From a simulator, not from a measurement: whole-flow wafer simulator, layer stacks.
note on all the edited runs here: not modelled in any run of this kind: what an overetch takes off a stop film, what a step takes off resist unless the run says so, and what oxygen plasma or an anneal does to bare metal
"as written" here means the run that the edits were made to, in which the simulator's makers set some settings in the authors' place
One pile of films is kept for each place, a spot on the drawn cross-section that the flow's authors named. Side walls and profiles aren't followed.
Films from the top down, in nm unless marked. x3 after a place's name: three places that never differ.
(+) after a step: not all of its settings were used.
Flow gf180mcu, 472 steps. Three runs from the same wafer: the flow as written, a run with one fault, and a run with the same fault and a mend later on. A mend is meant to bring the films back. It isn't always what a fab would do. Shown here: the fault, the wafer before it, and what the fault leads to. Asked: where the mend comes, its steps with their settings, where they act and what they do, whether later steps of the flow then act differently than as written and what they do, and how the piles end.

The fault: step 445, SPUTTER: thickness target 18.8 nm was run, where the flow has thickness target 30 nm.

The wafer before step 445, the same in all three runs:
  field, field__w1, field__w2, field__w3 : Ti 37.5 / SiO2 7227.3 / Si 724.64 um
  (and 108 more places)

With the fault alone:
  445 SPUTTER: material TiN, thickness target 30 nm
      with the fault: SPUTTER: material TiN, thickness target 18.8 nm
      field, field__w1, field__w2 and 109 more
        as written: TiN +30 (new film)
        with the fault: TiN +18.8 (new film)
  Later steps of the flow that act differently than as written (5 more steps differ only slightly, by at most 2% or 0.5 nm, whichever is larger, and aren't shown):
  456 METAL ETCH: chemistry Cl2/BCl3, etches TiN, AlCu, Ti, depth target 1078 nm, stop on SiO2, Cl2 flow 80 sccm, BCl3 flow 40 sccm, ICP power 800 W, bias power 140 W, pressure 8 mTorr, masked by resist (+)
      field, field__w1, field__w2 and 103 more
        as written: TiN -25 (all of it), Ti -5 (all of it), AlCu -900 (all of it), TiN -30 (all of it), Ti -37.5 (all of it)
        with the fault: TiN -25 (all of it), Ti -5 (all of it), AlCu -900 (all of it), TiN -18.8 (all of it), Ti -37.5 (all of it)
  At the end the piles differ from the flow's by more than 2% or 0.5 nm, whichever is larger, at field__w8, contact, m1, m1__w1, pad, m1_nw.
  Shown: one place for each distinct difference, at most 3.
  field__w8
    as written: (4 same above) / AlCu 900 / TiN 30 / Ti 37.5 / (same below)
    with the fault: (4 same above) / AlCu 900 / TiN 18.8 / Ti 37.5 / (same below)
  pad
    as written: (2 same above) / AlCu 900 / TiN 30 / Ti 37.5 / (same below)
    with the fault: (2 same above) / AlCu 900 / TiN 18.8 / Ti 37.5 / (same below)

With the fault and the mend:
  The mend comes after step 445.
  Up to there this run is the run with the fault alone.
  445a SPUTTER: material TiN, thickness target 11.2 nm (the flow's step 445 once more, with other settings)
      field, field__w1, field__w2 and 109 more
        TiN +11.2
  No later step of the flow acts differently than as written at any place that is followed.
  At the end the piles are the same as the flow's at every place that both follow.
